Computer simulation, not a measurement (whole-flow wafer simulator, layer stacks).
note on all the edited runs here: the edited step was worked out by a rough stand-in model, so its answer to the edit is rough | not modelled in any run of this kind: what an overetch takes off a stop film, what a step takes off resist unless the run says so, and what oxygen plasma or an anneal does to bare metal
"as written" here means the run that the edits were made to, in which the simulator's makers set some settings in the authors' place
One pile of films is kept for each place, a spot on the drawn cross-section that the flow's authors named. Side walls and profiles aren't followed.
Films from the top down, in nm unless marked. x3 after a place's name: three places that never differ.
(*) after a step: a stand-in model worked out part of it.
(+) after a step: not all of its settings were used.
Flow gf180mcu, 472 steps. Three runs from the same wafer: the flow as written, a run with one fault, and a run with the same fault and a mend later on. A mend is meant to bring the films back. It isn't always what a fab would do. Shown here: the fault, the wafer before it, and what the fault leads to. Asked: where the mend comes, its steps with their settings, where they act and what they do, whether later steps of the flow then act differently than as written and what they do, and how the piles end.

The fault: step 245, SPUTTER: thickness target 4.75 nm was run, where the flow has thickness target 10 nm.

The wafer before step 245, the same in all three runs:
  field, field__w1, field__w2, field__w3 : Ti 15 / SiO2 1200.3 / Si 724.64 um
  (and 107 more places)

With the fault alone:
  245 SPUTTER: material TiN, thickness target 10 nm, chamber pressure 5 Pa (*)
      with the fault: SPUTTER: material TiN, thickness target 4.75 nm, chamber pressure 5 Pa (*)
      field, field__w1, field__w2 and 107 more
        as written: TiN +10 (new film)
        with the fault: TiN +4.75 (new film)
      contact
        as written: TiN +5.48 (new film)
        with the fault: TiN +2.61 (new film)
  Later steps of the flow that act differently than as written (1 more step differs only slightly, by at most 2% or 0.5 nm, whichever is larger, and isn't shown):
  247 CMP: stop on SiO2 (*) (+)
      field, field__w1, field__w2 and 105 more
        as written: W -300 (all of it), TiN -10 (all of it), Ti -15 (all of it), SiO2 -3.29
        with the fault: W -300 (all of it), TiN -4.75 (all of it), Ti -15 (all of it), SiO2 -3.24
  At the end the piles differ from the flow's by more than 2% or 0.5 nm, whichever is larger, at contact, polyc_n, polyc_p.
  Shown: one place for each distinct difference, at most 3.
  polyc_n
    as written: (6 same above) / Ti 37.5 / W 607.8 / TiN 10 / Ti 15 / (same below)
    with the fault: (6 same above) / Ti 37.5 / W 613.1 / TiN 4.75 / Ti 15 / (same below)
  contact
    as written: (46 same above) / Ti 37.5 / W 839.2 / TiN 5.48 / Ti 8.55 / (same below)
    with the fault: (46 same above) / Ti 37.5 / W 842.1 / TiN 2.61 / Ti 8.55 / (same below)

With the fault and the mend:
  The mend comes after step 245.
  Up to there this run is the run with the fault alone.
  245a SPUTTER: material TiN, thickness target 5.25 nm, chamber pressure 5 Pa (*) (the flow's step 245 once more, with other settings)
      field, field__w1, field__w2 and 107 more
        TiN +5.25
      contact
        TiN +2.87
  No later step of the flow acts differently than as written at any place that is followed.
  At the end the piles are the same as the flow's at every place that both follow.
